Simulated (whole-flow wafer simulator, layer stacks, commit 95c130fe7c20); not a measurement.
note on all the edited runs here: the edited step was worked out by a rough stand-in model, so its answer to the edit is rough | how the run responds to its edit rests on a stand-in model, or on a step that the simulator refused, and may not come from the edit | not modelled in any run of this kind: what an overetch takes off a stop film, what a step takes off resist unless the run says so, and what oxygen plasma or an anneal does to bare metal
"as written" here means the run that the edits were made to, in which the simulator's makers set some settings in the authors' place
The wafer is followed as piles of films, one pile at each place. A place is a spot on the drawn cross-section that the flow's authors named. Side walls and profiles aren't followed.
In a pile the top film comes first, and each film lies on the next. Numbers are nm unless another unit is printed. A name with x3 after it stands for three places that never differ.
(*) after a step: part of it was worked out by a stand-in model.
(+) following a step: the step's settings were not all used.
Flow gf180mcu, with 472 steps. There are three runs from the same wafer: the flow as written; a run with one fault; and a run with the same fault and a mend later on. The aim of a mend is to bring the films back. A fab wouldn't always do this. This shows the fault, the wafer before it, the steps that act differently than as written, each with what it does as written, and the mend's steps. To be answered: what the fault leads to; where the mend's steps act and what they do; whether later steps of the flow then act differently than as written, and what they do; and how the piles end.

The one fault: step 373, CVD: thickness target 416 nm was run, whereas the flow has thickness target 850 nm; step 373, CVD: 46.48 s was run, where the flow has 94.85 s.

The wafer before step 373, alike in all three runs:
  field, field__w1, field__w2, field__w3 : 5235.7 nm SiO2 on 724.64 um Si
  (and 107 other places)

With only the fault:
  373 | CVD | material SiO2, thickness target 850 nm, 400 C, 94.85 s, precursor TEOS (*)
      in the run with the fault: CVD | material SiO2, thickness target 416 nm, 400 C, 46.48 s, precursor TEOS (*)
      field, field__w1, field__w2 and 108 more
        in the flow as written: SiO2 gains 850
        in the run with the fault: SiO2 gains 425.7
  Steps further on in the flow that do not act as written (not shown: 3 more steps that differ only slightly, by at most 2% or 0.5 nm, whichever is larger):
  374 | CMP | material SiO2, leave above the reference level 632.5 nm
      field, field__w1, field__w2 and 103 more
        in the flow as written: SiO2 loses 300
        in the run with the fault: nothing
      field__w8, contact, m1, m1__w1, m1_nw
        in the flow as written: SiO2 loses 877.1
        in the run with the fault: SiO2 loses 452.8
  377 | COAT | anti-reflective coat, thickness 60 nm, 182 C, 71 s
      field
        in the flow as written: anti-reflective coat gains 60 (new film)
        in the run with the fault: anti-reflective coat gains 109.8 (new film)
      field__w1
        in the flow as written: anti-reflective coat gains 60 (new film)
        in the run with the fault: anti-reflective coat gains 86.7 (new film)
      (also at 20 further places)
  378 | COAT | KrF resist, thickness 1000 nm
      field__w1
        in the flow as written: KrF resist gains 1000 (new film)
        in the run with the fault: KrF resist gains 977.1 (new film)
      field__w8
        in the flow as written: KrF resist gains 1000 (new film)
        in the run with the fault: KrF resist gains 977.8 (new film)
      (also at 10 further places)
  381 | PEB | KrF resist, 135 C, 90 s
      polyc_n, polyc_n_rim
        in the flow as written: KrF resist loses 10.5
        in the run with the fault: KrF resist loses 11.6
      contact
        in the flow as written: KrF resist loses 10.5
        in the run with the fault: KrF resist loses 9.59
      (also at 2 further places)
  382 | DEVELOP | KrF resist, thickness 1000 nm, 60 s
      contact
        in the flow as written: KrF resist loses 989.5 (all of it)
        in the run with the fault: KrF resist loses 929.6 (all of it)
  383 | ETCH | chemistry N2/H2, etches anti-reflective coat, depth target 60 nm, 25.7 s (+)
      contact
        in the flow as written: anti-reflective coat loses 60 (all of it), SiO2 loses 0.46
        in the run with the fault: anti-reflective coat loses 22.9 (all of it), SiO2 loses 1.41
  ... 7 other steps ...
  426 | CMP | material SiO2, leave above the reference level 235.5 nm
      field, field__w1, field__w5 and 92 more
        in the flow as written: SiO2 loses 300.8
        in the run with the fault: SiO2 loses 288.4
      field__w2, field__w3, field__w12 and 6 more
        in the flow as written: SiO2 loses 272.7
        in the run with the fault: SiO2 loses 259.7
  At field, field__w1, field__w2 and 109 more, the piles at the end differ from the flow's by more than 2% or 0.5 nm, whichever is larger.
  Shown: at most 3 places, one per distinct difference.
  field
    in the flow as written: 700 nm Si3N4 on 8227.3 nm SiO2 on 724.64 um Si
    in the run with the fault: 700 nm Si3N4 on 2457.8 nm SiO2 on 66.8 nm W on 10 nm TiN on 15 nm Ti on 5661.4 nm SiO2 on 724.64 um Si
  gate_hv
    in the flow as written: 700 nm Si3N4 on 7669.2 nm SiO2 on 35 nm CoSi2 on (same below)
    in the run with the fault: 700 nm Si3N4 on 2457.8 nm SiO2 on 66.8 nm W on 10 nm TiN on 15 nm Ti on 5103.3 nm SiO2 on 35 nm CoSi2 on (same below)
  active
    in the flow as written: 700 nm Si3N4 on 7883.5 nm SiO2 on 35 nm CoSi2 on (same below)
    in the run with the fault: 700 nm Si3N4 on 2457.8 nm SiO2 on 66.8 nm W on 10 nm TiN on 15 nm Ti on 5317.7 nm SiO2 on 35 nm CoSi2 on (same below)

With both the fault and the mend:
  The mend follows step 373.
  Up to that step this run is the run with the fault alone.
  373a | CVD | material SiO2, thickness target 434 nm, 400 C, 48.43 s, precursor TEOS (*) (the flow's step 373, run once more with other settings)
      field, field__w1, field__w2 and 108 more
        SiO2 gains 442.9
  Steps further on in the flow that do not act as written:
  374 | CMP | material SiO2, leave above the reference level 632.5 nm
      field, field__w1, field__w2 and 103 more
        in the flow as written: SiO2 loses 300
        in the run with the mend: SiO2 loses 318.6
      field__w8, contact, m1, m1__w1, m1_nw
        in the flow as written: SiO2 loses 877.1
        in the run with the mend: SiO2 loses 895.7
  The piles end the same as the flow's at every place that both follow.
